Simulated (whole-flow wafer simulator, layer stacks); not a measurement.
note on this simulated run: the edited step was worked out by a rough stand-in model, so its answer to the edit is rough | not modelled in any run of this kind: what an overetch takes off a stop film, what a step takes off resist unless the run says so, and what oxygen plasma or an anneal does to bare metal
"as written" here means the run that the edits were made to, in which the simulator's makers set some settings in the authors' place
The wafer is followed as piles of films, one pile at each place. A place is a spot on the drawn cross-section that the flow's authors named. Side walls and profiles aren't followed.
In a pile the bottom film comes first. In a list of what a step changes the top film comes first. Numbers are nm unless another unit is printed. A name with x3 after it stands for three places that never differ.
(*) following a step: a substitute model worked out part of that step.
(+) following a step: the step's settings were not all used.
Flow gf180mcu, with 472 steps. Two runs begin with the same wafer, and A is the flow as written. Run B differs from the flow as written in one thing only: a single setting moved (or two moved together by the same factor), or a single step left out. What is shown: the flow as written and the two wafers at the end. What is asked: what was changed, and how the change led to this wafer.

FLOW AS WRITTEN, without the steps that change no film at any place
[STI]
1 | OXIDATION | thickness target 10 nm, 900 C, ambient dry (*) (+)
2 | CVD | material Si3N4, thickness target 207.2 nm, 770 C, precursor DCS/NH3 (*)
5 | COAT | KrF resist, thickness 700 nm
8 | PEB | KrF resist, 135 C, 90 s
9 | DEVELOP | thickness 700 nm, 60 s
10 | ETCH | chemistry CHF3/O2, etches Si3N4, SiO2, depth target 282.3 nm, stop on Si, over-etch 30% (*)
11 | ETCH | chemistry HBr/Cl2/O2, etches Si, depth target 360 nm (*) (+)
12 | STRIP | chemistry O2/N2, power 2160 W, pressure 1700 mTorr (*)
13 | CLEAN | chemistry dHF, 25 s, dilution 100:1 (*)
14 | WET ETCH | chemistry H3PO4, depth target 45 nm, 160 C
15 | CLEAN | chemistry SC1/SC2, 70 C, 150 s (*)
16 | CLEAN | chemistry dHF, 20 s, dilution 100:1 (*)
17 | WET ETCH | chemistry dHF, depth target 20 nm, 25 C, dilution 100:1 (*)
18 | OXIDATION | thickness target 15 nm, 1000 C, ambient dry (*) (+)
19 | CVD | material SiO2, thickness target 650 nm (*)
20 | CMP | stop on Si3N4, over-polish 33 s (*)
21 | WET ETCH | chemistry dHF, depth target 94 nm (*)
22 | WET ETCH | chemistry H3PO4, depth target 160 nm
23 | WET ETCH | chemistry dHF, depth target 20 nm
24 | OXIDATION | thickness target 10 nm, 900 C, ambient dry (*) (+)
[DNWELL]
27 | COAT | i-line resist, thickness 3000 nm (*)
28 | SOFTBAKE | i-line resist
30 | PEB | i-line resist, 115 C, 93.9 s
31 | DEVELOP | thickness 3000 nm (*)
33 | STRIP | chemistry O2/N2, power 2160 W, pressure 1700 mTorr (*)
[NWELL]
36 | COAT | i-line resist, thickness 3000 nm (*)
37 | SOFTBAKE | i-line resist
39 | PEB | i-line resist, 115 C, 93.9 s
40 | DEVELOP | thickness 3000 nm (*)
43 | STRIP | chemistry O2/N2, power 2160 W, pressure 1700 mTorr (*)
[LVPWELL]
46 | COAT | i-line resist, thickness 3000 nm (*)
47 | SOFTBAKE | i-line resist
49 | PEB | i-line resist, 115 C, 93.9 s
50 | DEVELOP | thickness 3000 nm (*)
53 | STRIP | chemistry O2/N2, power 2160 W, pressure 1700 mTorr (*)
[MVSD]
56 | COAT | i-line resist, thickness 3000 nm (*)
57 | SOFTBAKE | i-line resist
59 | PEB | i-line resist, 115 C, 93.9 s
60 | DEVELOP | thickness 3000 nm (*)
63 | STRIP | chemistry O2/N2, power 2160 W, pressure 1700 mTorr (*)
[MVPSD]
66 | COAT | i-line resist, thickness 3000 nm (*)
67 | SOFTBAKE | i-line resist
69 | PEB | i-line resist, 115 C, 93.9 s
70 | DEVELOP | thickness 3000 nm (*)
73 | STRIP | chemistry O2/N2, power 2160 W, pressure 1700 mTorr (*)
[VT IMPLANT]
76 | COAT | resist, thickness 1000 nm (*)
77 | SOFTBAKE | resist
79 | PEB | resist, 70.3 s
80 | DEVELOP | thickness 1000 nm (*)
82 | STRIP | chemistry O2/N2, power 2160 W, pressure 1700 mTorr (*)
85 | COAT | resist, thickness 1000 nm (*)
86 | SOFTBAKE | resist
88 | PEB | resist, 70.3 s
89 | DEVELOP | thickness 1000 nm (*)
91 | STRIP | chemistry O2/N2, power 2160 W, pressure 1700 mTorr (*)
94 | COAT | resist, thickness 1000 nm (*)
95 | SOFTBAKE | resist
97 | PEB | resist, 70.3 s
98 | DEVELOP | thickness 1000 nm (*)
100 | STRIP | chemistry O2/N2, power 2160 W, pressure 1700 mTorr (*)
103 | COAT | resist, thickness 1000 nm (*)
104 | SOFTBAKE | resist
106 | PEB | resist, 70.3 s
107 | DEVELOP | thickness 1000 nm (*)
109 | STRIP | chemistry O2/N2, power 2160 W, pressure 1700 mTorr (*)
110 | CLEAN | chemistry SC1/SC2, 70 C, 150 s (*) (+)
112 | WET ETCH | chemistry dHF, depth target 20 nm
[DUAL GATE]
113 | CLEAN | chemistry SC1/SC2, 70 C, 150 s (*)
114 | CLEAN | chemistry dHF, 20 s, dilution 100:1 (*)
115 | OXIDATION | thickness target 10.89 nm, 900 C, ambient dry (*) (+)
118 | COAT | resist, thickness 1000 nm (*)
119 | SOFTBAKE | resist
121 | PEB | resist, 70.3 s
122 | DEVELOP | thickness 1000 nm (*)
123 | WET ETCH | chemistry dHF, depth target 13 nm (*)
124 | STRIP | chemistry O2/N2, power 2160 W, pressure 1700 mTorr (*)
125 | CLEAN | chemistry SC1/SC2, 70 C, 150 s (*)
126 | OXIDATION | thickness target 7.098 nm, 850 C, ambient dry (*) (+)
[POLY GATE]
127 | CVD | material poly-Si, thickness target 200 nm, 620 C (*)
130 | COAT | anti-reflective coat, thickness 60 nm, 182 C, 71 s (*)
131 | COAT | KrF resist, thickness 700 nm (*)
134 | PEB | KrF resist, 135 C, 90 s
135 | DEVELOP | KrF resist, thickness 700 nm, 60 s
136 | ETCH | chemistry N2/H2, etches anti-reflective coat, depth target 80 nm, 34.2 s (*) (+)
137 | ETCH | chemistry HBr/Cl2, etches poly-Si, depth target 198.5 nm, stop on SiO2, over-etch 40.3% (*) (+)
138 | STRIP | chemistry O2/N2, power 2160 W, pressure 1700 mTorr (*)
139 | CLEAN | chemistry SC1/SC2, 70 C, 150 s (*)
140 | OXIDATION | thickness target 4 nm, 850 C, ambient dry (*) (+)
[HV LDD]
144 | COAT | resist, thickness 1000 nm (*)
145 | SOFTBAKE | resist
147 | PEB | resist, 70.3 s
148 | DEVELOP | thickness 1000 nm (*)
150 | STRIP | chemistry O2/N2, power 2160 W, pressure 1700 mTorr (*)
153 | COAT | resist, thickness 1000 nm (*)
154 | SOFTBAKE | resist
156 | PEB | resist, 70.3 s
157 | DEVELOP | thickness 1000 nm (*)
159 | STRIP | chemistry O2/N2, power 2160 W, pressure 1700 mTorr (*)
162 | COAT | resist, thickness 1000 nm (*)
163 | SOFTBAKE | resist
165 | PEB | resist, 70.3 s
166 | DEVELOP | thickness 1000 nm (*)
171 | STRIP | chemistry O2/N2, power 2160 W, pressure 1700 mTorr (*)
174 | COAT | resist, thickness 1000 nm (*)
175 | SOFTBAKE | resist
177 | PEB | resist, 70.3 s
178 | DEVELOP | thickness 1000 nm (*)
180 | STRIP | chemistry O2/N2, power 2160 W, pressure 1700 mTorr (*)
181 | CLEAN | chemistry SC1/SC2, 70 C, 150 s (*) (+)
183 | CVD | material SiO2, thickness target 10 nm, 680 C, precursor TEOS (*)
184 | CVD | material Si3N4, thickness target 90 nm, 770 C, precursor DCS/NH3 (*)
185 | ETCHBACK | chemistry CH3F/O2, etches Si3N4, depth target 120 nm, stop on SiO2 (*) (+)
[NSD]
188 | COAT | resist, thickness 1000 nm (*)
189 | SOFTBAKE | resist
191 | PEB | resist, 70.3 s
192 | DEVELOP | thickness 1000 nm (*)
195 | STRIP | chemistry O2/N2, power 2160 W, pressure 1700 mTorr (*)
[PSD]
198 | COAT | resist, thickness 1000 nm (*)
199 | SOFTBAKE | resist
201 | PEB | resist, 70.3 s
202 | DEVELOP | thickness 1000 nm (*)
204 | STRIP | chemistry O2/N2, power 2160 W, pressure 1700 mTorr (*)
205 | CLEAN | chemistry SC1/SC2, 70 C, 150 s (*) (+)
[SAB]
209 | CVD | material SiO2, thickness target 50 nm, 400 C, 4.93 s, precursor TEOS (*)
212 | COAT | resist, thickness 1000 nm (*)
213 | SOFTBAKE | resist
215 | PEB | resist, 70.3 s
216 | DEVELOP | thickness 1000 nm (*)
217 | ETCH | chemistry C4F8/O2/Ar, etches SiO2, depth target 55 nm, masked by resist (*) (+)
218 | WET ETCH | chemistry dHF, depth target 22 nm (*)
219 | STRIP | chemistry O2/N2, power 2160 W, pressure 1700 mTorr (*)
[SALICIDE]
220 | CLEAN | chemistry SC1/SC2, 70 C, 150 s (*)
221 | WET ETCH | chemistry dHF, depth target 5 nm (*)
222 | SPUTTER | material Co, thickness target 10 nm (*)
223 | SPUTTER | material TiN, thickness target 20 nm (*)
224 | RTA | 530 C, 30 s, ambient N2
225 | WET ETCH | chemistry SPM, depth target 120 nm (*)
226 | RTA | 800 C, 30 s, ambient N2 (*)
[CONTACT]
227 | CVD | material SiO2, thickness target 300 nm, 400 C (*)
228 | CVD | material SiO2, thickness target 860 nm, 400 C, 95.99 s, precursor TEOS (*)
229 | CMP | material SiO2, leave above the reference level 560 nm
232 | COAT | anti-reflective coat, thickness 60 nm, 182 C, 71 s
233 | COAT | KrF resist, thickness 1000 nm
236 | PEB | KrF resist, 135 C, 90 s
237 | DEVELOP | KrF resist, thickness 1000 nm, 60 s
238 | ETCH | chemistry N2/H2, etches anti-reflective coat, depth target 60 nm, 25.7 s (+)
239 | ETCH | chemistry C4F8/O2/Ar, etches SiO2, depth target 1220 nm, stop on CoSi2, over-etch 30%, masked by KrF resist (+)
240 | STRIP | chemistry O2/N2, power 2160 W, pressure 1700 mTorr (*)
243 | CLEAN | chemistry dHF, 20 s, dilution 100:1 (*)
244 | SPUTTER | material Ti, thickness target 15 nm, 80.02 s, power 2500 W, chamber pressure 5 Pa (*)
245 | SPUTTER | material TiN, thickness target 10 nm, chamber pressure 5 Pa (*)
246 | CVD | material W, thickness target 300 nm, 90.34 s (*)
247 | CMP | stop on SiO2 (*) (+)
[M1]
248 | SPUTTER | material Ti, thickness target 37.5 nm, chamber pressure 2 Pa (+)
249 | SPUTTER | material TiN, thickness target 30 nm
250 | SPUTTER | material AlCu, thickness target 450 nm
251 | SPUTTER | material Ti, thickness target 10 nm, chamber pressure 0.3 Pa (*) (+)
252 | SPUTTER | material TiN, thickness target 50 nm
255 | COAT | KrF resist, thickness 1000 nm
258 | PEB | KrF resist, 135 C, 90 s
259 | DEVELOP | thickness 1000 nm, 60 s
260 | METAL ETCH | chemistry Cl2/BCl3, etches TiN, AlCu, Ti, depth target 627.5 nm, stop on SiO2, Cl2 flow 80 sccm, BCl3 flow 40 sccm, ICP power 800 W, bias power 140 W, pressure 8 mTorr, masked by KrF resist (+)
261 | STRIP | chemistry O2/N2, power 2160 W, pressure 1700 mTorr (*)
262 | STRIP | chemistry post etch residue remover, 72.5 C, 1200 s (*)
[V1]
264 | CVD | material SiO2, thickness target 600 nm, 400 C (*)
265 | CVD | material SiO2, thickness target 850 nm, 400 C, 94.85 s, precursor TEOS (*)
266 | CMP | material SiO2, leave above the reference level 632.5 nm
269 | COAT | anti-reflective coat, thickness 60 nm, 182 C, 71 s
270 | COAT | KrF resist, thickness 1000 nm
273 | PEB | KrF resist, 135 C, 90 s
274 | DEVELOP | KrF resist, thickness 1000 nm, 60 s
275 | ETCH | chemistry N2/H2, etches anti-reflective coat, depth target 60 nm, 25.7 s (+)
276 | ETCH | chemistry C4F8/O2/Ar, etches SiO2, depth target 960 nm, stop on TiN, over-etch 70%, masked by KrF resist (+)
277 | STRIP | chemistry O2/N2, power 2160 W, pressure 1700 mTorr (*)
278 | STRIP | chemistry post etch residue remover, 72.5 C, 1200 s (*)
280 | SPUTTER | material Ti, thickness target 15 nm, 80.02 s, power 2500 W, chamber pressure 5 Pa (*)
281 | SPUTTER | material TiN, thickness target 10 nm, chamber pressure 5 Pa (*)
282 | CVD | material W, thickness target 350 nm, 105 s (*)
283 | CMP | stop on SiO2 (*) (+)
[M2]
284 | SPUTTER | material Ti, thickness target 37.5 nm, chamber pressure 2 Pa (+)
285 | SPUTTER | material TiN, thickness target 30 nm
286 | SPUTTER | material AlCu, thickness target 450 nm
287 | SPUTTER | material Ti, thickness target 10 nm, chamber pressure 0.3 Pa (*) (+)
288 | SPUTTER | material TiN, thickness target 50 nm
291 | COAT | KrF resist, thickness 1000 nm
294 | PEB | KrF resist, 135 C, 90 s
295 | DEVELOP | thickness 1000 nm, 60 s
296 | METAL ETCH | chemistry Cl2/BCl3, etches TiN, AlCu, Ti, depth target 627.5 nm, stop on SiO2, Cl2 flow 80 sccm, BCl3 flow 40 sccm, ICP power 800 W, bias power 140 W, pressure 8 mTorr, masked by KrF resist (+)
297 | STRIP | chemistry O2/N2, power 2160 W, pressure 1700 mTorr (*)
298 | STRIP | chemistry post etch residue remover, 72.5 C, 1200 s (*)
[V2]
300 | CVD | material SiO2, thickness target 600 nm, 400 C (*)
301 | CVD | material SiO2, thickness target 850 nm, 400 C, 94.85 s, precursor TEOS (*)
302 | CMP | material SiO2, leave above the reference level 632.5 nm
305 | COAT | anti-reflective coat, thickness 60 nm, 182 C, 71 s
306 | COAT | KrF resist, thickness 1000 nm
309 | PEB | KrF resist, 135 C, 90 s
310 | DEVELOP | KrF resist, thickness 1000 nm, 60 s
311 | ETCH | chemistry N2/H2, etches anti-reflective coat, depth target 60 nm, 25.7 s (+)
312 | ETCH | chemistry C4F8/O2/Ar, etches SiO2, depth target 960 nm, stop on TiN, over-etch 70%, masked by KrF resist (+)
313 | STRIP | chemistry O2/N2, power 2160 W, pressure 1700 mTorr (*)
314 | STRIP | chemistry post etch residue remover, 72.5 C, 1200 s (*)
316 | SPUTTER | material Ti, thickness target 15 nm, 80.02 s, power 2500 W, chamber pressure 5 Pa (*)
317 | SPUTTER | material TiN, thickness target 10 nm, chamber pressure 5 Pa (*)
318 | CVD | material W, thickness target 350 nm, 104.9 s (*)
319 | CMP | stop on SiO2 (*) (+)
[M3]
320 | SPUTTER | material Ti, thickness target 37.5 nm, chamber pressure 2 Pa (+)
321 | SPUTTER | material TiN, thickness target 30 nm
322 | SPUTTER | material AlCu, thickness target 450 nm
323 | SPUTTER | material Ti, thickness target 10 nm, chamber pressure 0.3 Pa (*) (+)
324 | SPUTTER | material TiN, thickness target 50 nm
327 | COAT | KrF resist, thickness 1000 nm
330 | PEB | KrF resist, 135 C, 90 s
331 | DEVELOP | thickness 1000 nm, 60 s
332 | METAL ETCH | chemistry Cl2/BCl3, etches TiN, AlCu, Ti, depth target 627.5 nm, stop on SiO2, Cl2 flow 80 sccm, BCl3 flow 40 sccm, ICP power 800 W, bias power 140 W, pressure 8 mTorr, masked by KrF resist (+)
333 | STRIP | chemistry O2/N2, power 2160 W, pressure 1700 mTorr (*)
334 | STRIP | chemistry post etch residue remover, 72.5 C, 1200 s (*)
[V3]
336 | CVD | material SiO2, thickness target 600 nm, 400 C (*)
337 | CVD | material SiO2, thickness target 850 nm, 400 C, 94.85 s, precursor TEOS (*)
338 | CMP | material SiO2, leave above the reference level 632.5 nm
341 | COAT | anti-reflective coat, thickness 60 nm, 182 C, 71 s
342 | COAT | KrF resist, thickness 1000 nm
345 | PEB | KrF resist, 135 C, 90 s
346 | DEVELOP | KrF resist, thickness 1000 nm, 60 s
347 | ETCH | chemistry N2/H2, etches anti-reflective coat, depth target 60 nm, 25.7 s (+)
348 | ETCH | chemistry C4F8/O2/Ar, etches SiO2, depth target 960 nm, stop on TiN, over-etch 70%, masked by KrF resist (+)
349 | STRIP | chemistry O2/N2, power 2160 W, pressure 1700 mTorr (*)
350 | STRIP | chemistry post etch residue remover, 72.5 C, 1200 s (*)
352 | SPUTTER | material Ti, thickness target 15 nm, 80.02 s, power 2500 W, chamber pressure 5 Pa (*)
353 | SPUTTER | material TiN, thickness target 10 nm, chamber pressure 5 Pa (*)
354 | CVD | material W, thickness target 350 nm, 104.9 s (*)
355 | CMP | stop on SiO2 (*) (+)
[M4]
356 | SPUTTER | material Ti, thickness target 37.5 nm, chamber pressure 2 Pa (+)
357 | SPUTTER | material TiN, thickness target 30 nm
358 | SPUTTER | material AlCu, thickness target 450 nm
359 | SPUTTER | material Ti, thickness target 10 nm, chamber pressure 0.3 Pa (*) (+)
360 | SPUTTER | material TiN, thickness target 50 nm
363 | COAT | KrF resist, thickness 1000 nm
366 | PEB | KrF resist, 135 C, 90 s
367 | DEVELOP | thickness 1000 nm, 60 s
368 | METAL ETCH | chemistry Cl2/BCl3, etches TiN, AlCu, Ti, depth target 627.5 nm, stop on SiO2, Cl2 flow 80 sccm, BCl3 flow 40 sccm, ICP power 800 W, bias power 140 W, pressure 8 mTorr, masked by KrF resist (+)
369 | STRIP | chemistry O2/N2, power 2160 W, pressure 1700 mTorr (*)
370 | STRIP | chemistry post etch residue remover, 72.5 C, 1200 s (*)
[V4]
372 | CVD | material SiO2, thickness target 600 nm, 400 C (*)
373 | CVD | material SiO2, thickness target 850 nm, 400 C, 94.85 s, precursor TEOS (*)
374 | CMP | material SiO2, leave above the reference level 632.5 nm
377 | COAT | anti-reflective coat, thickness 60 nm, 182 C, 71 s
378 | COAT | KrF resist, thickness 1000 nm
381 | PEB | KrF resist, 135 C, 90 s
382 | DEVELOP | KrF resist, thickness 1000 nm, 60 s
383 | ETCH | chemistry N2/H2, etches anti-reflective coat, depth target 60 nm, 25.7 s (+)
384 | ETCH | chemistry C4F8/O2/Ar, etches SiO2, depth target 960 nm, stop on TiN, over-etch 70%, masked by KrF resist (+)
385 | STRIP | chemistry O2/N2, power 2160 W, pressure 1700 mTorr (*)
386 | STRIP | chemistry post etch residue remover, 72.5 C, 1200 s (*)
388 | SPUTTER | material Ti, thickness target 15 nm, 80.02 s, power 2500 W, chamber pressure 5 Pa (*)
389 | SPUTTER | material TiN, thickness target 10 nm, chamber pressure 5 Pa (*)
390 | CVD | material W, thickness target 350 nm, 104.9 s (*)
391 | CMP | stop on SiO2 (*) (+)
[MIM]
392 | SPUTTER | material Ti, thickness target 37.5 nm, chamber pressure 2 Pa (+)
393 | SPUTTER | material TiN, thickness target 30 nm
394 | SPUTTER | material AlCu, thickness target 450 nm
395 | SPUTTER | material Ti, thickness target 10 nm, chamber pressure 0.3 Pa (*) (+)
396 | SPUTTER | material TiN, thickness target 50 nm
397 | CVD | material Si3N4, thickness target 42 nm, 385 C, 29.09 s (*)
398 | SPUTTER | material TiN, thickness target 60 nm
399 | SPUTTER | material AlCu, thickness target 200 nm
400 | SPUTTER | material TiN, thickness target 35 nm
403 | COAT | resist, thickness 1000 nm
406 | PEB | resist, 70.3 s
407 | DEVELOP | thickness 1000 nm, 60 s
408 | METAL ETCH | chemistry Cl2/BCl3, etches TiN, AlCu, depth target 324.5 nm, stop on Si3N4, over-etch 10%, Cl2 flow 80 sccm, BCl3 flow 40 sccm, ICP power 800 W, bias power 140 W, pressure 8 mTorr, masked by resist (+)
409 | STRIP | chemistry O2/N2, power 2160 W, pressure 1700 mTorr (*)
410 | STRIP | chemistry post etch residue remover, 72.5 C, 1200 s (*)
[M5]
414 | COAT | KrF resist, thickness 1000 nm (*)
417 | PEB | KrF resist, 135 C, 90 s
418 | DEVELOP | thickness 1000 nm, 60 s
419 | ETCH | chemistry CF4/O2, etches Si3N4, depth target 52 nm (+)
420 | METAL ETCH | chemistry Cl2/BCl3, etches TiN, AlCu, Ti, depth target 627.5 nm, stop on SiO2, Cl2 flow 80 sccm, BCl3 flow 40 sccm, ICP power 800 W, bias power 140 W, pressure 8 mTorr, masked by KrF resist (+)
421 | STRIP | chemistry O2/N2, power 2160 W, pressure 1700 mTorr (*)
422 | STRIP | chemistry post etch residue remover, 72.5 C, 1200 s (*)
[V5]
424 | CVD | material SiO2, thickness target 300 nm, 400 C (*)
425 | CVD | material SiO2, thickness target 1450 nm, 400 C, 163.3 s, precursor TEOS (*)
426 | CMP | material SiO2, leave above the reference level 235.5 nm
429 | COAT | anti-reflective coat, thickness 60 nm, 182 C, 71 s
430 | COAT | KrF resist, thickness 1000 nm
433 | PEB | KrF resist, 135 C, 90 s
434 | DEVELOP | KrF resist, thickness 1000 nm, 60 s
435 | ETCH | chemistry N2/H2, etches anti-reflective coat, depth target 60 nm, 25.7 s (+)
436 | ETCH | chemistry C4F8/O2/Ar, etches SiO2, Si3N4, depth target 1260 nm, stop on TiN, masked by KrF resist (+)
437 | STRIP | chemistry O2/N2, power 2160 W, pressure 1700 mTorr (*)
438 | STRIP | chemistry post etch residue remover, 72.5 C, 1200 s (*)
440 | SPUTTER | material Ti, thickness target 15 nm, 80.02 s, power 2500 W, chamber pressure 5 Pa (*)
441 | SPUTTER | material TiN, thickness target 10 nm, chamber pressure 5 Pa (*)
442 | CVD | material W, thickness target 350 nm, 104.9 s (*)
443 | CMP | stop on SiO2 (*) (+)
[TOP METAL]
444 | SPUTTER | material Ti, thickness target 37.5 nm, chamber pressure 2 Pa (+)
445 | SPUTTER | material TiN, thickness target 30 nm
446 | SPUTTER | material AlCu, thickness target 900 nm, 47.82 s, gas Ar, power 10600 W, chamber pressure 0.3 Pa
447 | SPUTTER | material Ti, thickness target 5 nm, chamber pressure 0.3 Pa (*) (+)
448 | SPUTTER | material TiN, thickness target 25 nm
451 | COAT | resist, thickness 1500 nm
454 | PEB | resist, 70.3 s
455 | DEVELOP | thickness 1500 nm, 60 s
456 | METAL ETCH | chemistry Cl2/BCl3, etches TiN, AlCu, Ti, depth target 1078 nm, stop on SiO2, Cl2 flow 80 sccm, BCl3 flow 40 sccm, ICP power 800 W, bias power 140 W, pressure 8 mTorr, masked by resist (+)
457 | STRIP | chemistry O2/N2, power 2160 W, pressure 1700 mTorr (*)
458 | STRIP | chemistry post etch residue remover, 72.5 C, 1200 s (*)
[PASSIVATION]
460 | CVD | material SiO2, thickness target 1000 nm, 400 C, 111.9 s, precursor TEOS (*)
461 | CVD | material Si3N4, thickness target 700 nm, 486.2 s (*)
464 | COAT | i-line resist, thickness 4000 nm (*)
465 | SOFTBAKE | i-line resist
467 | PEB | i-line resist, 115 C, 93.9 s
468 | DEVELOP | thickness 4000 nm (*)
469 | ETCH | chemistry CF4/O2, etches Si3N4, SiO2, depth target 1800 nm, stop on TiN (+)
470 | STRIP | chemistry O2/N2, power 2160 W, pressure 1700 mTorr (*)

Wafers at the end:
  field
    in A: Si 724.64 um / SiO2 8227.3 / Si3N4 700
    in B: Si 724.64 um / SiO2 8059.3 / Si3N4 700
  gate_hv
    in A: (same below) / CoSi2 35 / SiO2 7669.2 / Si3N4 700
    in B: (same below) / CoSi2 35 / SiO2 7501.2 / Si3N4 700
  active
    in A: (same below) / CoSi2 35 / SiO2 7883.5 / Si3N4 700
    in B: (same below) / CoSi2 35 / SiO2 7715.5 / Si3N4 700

What caused this: step 424, CVD: thickness target 132 nm was run, whereas the flow has thickness target 300 nm.

Step by step, how the change led to this:
  424 | CVD | material SiO2, thickness target 300 nm, 400 C (*)
      field, field__w1, field__w2 and 101 more: A SiO2 gains 300 | B SiO2 gains 132
      field__w4, field__w8, contact, m1, m1__w1, mim, mim_1p0, m1_nw: A SiO2 gains 300 (new film) | B SiO2 gains 132 (new film)
  436 | ETCH | chemistry C4F8/O2/Ar, etches SiO2, Si3N4, depth target 1260 nm, stop on TiN, masked by KrF resist (+)
      field, field__w1, field__w2 and 108 more: A KrF resist loses 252 | B KrF resist loses 211
      contact: A SiO2 loses 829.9 (all of it), Si3N4 loses 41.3 (all of it) | B SiO2 loses 661.9 (all of it), Si3N4 loses 41.3 (all of it)
  437 | STRIP | chemistry O2/N2, power 2160 W, pressure 1700 mTorr (*)
      field, field__w1, field__w2 and 108 more: A KrF resist loses 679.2 (all of it), anti-reflective coat loses 60 (all of it) | B KrF resist loses 720.2 (all of it), anti-reflective coat loses 60 (all of it)
  440 | SPUTTER | material Ti, thickness target 15 nm, 80.02 s, power 2500 W, chamber pressure 5 Pa (*)
      contact: A Ti gains 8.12 (new film) | B Ti gains 8.95 (new film)
  441 | SPUTTER | material TiN, thickness target 10 nm, chamber pressure 5 Pa (*)
      contact: A TiN gains 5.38 (new film) | B TiN gains 5.93 (new film)
  442 | CVD | material W, thickness target 350 nm, 104.9 s (*)
      contact: A W gains 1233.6 (new film) | B W gains 1064.2 (new film)
